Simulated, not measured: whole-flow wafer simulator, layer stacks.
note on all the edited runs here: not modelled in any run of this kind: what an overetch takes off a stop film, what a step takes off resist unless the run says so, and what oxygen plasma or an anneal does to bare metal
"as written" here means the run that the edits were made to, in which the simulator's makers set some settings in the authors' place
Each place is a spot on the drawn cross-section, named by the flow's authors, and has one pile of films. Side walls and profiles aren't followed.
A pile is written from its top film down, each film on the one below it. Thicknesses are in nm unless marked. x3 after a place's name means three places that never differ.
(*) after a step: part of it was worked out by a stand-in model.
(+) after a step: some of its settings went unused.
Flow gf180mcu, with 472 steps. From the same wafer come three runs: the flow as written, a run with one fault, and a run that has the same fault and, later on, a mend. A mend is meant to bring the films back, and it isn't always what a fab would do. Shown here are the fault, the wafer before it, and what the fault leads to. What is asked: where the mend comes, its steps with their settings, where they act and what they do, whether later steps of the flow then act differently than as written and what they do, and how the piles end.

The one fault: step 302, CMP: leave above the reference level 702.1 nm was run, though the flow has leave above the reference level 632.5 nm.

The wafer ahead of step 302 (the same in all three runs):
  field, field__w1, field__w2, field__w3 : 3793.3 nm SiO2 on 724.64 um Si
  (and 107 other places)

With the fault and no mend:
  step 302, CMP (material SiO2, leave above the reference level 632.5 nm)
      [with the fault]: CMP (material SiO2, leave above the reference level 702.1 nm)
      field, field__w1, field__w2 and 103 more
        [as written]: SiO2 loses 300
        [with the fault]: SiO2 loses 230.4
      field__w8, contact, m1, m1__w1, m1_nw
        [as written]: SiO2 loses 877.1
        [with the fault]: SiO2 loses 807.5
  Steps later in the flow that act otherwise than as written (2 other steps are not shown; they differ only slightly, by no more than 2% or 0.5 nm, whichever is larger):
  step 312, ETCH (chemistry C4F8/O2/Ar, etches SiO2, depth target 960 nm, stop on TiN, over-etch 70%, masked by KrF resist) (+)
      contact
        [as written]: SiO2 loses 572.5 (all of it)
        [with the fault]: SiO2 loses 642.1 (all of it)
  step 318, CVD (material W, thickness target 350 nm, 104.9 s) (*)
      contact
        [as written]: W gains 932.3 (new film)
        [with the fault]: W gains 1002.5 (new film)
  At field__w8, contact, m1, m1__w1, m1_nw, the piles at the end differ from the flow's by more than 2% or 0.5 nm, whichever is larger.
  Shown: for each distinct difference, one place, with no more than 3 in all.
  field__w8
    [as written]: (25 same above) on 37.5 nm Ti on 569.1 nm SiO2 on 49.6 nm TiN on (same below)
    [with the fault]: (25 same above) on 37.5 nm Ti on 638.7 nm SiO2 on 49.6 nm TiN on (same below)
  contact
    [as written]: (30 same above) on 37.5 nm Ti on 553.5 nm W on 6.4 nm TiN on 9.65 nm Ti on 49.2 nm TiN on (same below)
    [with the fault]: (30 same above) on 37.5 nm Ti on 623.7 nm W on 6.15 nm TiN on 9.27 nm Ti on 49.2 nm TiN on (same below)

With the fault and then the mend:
  The mend follows step 302.
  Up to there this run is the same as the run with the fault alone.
  step 302a, CMP (material SiO2, leave above the reference level 632.5 nm) (the flow's step 302, run once more)
      field, field__w1, field__w2 and 108 more
        SiO2 loses 69.6
  Every later step of the flow that is run acts as written at every place that is followed.
  By the end, the piles equal the flow's at every place that both follow.
